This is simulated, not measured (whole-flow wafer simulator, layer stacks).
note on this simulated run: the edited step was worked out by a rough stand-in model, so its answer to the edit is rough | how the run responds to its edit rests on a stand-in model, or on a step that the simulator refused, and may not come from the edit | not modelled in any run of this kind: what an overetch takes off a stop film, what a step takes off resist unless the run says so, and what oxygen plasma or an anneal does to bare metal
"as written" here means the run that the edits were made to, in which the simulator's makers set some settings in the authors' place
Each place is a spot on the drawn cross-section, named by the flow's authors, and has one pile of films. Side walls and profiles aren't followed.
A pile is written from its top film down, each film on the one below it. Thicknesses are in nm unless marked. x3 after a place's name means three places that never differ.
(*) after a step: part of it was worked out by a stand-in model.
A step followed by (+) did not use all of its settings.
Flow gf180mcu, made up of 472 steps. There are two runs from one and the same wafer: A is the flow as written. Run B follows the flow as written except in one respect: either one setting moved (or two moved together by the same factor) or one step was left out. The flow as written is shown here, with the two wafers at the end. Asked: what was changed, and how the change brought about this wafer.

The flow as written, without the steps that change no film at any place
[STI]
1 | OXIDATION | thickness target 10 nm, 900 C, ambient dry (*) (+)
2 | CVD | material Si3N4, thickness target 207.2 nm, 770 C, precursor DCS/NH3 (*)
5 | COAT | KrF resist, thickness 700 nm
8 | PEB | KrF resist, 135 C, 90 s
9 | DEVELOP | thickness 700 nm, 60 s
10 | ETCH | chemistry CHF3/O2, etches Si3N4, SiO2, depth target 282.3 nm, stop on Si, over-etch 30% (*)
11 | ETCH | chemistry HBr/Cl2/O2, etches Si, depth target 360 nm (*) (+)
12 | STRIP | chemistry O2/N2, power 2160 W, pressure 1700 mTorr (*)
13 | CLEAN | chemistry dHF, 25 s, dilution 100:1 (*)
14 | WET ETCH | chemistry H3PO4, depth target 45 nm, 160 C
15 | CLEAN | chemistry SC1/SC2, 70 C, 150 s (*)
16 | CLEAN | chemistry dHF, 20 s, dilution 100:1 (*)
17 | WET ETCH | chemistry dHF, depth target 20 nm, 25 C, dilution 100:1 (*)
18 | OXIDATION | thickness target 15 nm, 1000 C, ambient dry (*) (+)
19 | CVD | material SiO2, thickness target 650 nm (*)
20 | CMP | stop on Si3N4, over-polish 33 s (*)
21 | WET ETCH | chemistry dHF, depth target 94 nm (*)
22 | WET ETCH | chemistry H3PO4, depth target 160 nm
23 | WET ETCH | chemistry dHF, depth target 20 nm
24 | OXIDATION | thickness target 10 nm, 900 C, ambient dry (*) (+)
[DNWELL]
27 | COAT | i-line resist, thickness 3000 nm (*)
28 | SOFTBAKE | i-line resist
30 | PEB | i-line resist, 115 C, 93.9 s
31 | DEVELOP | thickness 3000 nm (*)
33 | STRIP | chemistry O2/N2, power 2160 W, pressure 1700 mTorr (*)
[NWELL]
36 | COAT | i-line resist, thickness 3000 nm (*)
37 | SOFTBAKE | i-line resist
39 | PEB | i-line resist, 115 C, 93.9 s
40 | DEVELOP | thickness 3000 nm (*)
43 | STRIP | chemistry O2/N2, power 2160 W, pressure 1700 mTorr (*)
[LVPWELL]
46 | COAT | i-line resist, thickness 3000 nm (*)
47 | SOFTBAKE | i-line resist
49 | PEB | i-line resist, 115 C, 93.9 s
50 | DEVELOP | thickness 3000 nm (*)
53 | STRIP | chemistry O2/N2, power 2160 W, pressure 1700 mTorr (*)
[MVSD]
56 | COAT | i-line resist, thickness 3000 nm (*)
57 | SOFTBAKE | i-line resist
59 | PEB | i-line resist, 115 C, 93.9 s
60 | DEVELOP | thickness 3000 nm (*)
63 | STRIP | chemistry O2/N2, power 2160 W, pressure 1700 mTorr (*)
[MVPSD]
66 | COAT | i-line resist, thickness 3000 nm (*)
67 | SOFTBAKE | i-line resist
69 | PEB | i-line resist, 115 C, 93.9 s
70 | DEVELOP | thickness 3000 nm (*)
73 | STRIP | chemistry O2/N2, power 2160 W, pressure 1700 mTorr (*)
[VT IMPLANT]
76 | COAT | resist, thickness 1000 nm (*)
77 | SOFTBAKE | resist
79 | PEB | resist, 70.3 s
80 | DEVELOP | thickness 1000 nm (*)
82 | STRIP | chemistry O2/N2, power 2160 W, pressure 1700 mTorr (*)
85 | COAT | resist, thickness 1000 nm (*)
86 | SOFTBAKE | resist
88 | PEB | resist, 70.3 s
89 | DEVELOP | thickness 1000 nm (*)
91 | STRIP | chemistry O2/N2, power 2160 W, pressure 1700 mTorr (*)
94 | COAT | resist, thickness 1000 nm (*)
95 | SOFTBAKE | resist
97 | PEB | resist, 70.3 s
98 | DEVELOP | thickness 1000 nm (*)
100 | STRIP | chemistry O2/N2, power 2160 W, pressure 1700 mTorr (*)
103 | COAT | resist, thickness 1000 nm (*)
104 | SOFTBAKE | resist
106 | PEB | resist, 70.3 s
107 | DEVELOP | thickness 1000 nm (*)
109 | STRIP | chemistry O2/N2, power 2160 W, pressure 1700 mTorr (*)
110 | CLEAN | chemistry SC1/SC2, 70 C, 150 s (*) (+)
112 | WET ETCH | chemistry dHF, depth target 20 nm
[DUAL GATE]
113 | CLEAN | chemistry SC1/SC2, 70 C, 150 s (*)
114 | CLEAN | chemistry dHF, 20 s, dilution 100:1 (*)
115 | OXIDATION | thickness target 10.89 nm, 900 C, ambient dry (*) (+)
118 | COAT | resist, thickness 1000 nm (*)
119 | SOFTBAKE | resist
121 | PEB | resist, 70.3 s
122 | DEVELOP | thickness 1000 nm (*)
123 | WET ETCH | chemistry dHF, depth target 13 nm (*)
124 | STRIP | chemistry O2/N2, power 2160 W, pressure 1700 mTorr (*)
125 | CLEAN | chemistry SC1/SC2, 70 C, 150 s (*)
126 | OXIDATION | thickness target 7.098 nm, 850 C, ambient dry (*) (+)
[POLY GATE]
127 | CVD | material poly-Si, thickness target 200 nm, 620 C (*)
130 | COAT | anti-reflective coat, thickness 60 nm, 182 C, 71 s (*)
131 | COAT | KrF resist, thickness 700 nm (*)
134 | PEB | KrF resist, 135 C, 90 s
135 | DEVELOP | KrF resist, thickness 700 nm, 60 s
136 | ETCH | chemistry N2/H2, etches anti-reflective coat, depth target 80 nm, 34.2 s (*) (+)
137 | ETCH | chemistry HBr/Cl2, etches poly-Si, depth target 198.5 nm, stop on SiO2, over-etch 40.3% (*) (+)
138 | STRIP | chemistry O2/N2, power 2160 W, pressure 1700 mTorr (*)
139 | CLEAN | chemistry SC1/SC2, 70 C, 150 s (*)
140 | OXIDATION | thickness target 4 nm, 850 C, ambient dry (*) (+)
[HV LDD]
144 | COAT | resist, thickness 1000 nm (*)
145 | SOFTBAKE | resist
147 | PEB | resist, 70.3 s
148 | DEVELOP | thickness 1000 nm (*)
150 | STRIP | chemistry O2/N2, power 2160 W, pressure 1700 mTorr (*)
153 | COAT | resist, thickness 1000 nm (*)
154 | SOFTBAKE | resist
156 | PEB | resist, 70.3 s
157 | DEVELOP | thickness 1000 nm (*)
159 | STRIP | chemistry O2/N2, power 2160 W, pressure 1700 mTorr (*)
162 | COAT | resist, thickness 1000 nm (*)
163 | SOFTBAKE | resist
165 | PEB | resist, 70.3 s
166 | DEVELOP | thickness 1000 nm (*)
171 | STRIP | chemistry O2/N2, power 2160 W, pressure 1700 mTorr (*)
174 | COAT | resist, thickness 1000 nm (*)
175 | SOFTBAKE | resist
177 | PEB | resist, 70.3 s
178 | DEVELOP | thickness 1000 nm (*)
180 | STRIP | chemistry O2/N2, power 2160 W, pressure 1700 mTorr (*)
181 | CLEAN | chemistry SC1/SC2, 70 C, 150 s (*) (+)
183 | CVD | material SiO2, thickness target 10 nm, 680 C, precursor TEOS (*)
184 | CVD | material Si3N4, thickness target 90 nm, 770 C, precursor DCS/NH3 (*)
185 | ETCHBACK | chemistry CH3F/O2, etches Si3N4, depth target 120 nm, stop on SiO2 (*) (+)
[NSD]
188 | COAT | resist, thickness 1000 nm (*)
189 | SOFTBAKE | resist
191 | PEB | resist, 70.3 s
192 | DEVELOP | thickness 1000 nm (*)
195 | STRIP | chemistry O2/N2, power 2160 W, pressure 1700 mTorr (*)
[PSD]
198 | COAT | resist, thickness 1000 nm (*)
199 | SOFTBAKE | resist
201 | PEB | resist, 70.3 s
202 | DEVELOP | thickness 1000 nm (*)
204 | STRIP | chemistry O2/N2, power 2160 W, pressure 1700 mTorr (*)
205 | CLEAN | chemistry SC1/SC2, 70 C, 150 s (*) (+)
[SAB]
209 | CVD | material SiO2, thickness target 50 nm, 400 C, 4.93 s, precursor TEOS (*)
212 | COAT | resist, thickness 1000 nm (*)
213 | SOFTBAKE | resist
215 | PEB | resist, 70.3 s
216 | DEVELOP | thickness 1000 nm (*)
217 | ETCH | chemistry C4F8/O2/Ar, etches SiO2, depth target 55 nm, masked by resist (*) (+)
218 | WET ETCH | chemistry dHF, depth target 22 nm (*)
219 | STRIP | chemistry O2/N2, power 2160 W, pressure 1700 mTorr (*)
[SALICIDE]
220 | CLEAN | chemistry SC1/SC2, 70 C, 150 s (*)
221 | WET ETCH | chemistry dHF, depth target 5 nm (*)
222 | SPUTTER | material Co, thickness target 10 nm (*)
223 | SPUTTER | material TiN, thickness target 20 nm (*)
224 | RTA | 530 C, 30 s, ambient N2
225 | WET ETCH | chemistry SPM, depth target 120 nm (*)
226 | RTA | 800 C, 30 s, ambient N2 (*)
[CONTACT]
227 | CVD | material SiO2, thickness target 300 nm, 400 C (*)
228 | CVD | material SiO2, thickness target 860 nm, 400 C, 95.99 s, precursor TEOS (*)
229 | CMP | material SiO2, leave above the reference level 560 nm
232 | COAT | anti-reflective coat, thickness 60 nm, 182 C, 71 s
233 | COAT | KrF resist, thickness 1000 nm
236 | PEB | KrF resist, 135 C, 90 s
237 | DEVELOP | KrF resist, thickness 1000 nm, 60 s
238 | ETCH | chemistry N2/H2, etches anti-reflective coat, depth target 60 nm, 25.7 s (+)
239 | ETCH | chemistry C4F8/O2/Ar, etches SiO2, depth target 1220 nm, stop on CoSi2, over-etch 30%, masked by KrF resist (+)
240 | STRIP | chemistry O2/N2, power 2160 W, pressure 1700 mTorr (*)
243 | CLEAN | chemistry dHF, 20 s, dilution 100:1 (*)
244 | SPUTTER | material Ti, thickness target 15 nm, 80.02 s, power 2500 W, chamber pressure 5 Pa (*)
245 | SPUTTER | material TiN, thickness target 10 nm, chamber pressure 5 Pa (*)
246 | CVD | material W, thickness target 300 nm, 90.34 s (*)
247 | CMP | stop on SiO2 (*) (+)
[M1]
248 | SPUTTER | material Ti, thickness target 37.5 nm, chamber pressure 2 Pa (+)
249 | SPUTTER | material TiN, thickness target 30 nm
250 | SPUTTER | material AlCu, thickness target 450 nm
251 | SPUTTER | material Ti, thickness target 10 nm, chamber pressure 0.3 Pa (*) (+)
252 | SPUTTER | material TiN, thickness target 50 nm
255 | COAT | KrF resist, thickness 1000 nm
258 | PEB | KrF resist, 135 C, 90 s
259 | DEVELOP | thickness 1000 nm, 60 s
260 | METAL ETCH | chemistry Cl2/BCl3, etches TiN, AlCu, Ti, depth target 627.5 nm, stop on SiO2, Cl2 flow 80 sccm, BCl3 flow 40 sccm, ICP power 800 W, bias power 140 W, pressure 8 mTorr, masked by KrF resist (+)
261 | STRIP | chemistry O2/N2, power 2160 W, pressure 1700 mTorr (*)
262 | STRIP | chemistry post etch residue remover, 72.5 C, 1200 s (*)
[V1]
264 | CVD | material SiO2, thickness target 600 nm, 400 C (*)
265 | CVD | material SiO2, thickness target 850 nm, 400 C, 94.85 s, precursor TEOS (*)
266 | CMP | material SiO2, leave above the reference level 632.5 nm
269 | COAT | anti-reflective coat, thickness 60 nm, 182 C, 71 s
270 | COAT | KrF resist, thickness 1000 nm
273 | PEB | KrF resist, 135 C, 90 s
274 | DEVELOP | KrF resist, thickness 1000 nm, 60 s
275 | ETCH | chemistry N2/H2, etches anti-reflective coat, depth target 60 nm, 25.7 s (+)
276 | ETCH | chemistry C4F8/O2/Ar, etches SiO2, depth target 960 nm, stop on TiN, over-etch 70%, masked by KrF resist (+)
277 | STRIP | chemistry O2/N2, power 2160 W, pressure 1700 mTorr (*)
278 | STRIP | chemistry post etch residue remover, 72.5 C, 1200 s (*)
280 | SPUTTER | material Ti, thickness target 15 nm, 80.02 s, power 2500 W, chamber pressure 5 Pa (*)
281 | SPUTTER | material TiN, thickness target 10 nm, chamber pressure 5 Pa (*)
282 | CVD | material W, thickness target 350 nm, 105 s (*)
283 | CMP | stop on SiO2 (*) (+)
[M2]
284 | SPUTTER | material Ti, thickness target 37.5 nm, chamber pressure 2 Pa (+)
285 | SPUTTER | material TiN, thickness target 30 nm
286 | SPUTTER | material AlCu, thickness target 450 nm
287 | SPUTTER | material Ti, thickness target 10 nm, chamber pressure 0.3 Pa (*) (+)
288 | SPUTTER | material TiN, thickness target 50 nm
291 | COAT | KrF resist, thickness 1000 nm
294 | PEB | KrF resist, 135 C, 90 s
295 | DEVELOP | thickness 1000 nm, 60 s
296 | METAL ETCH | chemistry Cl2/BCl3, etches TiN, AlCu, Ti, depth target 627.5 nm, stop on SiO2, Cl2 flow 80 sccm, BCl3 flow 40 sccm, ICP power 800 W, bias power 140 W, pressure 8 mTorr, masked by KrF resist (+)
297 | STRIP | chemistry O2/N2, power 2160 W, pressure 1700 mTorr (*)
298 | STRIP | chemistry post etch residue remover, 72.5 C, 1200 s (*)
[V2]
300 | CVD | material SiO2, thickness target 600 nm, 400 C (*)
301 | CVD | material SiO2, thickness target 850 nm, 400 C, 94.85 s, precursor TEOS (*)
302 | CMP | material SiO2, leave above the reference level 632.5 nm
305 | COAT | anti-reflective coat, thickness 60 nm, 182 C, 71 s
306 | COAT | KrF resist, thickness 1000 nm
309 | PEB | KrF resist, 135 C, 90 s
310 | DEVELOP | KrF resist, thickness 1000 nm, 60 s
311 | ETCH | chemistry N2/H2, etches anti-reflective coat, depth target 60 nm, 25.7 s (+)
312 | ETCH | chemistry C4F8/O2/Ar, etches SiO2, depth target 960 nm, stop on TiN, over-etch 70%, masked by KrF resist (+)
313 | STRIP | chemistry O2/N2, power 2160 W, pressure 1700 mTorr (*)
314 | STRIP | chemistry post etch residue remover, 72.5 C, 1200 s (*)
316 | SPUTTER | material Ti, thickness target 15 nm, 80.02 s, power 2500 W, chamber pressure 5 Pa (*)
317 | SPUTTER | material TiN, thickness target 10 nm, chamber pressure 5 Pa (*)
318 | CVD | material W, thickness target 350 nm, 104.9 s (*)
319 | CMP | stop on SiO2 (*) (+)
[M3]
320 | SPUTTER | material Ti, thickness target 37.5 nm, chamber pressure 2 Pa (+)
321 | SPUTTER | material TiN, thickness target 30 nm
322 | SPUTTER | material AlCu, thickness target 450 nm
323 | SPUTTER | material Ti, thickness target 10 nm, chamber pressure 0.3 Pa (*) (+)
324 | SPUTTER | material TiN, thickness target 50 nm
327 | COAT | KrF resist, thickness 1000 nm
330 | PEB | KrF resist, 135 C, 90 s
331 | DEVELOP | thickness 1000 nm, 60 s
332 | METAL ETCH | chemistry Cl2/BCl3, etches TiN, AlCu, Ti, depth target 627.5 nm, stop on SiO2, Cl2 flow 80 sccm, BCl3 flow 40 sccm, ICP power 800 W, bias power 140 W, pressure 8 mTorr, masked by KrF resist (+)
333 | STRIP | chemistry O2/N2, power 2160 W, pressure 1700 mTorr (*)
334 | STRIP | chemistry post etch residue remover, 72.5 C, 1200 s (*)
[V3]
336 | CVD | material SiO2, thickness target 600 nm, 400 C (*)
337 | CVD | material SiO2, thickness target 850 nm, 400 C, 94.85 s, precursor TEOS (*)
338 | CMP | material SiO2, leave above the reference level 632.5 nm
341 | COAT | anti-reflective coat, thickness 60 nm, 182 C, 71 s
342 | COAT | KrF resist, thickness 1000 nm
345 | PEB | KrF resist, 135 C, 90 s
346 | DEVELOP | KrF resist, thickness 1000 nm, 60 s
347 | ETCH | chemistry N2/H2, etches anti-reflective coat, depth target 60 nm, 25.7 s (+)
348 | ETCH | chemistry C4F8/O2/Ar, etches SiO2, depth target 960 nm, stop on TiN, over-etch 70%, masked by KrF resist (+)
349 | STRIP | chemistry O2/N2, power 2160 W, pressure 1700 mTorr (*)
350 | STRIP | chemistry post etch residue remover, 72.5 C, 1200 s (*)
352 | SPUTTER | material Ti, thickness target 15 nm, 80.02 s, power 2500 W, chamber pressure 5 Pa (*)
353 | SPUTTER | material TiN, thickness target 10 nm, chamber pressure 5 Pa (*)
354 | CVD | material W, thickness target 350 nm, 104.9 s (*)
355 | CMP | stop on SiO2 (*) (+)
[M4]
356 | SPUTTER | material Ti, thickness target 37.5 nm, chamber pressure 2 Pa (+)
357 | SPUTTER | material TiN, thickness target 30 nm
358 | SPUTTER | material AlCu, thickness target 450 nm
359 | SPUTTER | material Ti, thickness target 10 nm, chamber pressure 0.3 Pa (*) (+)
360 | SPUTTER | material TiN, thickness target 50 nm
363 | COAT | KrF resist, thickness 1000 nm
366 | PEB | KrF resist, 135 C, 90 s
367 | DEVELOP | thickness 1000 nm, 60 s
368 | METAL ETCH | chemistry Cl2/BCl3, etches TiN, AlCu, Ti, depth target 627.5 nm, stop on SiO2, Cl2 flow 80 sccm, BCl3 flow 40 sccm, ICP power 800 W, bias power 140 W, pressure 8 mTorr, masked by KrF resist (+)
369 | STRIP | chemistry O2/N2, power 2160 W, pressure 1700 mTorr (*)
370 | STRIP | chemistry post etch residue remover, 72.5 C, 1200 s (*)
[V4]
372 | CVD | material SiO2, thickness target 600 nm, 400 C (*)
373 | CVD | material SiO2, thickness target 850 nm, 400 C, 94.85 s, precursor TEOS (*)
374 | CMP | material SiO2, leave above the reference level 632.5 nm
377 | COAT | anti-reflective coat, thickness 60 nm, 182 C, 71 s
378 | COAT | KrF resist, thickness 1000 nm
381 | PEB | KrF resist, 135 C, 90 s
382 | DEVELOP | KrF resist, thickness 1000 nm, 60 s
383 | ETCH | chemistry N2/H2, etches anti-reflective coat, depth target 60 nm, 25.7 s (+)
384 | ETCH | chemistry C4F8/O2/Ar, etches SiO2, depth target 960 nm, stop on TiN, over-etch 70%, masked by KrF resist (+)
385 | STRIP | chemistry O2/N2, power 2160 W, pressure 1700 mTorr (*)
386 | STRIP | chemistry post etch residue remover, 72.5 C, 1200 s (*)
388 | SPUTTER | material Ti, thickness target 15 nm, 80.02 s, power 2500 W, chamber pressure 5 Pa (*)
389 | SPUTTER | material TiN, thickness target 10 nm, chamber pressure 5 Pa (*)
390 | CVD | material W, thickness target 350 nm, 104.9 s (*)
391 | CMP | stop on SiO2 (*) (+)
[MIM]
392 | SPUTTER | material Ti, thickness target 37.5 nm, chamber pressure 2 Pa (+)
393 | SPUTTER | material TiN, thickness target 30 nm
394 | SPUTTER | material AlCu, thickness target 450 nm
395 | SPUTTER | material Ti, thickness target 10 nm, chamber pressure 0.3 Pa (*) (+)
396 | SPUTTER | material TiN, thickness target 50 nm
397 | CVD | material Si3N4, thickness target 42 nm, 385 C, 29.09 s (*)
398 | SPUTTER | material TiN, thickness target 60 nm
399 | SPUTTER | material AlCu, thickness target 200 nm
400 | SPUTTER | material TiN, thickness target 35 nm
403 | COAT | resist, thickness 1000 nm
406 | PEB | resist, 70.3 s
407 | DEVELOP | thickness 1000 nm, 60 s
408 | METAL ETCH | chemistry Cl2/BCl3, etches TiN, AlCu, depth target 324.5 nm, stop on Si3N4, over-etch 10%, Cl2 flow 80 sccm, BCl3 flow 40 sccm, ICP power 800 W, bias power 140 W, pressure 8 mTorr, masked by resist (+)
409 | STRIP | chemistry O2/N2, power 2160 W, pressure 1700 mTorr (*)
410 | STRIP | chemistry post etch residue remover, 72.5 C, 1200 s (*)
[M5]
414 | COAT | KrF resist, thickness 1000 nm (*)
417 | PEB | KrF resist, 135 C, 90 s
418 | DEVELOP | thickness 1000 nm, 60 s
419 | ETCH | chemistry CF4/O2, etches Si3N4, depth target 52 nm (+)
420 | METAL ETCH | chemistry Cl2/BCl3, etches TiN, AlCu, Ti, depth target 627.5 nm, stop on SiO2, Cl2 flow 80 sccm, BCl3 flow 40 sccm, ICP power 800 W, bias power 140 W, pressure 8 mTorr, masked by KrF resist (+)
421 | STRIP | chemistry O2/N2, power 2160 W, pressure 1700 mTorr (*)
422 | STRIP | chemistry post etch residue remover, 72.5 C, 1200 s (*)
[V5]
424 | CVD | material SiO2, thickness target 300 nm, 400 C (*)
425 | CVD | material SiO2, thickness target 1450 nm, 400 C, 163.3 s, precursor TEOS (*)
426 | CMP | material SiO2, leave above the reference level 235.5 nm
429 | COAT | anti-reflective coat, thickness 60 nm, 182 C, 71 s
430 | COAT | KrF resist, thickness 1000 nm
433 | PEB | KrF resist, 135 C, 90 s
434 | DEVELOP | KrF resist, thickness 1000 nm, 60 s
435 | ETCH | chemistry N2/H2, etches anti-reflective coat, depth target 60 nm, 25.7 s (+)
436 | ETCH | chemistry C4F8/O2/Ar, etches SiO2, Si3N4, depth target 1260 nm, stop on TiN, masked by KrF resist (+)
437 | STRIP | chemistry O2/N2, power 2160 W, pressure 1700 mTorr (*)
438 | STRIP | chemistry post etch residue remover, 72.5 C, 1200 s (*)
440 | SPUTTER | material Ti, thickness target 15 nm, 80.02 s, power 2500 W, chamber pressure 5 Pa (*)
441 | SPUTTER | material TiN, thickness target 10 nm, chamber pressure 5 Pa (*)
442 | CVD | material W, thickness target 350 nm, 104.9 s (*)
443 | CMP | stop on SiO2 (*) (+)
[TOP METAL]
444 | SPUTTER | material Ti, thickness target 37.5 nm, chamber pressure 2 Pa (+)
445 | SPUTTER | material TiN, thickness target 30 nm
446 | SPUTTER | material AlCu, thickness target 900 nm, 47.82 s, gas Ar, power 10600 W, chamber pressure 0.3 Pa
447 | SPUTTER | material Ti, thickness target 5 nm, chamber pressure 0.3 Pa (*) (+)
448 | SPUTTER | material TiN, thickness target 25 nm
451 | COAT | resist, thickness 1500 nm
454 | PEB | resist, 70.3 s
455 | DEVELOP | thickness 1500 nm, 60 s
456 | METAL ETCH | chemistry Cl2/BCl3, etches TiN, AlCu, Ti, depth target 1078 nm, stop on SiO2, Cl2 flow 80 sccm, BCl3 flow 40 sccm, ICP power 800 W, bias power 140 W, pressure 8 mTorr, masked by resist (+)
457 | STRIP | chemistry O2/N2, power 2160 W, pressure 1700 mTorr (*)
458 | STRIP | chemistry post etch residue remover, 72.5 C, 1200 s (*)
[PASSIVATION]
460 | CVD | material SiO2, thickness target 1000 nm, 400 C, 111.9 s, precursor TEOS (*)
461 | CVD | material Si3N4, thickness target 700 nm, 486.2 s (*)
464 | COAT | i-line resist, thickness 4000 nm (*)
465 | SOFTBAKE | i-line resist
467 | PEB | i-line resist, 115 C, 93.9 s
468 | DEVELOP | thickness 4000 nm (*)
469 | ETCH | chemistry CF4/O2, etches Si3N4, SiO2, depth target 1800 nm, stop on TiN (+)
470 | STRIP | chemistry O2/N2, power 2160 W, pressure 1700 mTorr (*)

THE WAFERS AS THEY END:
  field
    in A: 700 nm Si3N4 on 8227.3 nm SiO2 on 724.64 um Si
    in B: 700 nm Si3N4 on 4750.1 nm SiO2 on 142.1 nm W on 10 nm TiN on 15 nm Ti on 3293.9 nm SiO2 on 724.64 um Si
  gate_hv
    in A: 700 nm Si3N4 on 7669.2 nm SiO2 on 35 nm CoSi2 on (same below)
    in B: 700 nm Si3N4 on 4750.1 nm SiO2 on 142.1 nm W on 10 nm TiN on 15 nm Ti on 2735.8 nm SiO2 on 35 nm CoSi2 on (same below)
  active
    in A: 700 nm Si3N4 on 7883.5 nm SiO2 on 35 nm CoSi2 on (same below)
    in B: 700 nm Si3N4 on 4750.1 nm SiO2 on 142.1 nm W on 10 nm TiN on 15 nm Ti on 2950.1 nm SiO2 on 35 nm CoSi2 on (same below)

The reason: step 301, CVD: thickness target 340 nm was run, whereas the flow has thickness target 850 nm; step 301, CVD: 37.94 s was run, where the flow has 94.85 s.

How this came from the change, step by step:
  301 | CVD | material SiO2, thickness target 850 nm, 400 C, 94.85 s, precursor TEOS (*)
      field, field__w1, field__w2 and 108 more: A +850 SiO2 | B +350.7 SiO2
  302 | CMP | material SiO2, leave above the reference level 632.5 nm
      field, field__w1, field__w2 and 103 more: A -300 SiO2 | B nothing
      field__w8, contact, m1, m1__w1, m1_nw: A -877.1 SiO2 | B -377.7 SiO2
  305 | COAT | anti-reflective coat, thickness 60 nm, 182 C, 71 s
      p_well, sti, spacer, sd_n, mim_1p0, pad, dice_street: A +60 anti-reflective coat (new film) | B +61.4 anti-reflective coat (new film)
      active_hv, nw_enc_fld_lv: A +60 anti-reflective coat (new film) | B +42 anti-reflective coat (new film)
      (and at 22 other places as well)
  306 | COAT | KrF resist, thickness 1000 nm
      contact, m1_nw: A +1000 KrF resist (new film) | B +890.4 KrF resist (new film)
      field: A +1000 KrF resist (new film) | B +959.3 KrF resist (new film)
      (and at 13 other places as well)
  309 | PEB | KrF resist, 135 C, 90 s
      contact, m1_nw: A -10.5 KrF resist | B -8.82 KrF resist
      n_well: A -10.5 KrF resist | B -9.47 KrF resist
      (and at 8 other places as well)
  310 | DEVELOP | KrF resist, thickness 1000 nm, 60 s
      contact: A -989.5 KrF resist (all of it) | B -881.6 KrF resist (all of it)
  311 | ETCH | chemistry N2/H2, etches anti-reflective coat, depth target 60 nm, 25.7 s (+)
      contact: A -60 anti-reflective coat (all of it), -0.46 SiO2 | B -18.2 anti-reflective coat (all of it), -1.53 SiO2
  313 | STRIP | chemistry O2/N2, power 2160 W, pressure 1700 mTorr (*)
      p_well, sti, spacer, sd_n, mim_1p0, pad, dice_street: A -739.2 KrF resist (all of it), -60 anti-reflective coat (all of it) | B -739.6 KrF resist (all of it), -61.4 anti-reflective coat (all of it)
      field: A -739.2 KrF resist (all of it), -60 anti-reflective coat (all of it) | B -698.9 KrF resist (all of it), -153.4 anti-reflective coat (all of it)
      (and at 22 other places as well)
  316 | SPUTTER | material Ti, thickness target 15 nm, 80.02 s, power 2500 W, chamber pressure 5 Pa (*)
      contact: A +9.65 Ti (new film) | B +10.9 Ti (new film)
  317 | SPUTTER | material TiN, thickness target 10 nm, chamber pressure 5 Pa (*)
      contact: A +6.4 TiN (new film) | B +7.23 TiN (new film)
  318 | CVD | material W, thickness target 350 nm, 104.9 s (*)
      contact: A +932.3 W (new film) | B +730.9 W (new film)
  319 | CMP | stop on SiO2 (*) (+)
      field, field__w1, field__w2 and 103 more: A -350 W (all of it), -10 TiN (all of it), -15 Ti (all of it), -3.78 SiO2 | B -195.7 W
      field__w8, m1, m1__w1, m1_nw: A -350 W (all of it), -10 TiN (all of it), -15 Ti (all of it), -3.78 SiO2 | B -350 W (all of it), -10 TiN (all of it), -15 Ti (all of it), -20 SiO2
      (and at 1 other place as well)
  332 | METAL ETCH | chemistry Cl2/BCl3, etches TiN, AlCu, Ti, depth target 627.5 nm, stop on SiO2, Cl2 flow 80 sccm, BCl3 flow 40 sccm, ICP power 800 W, bias power 140 W, pressure 8 mTorr, masked by KrF resist (+)
      field, field__w1, field__w2 and 103 more: A -50 TiN (all of it), -10 Ti (all of it), -450 AlCu (all of it), -30 TiN (all of it), -37.5 Ti (all of it) | B -50 TiN (all of it), -10 Ti (all of it), -450 AlCu (all of it), -30 TiN (all of it), -37.5 Ti (all of it), -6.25 W
  334 | STRIP | chemistry post etch residue remover, 72.5 C, 1200 s (*)
      field, field__w1, field__w2 and 103 more: A nothing | B -6.01 W
  336 | CVD | material SiO2, thickness target 600 nm, 400 C (*)
      field, field__w1, field__w2 and 103 more: A +600 SiO2 | B +600 SiO2 (new film)
  338 | CMP | material SiO2, leave above the reference level 632.5 nm
      field, field__w1, field__w2 and 103 more: A -300 SiO2 | B -287.7 SiO2
Taking metal films that touch as one body, field has 1 body; the flow as written gives 0 bodies.
Taking metal films that touch as one body, gate_hv has 2 bodies (between them, from the top down: SiO2 2735.8); the flow as written gives 1 body.
Taking metal films that touch as one body, active has 2 bodies (between them, from the top down: SiO2 2950.1); the flow as written gives 1 body.
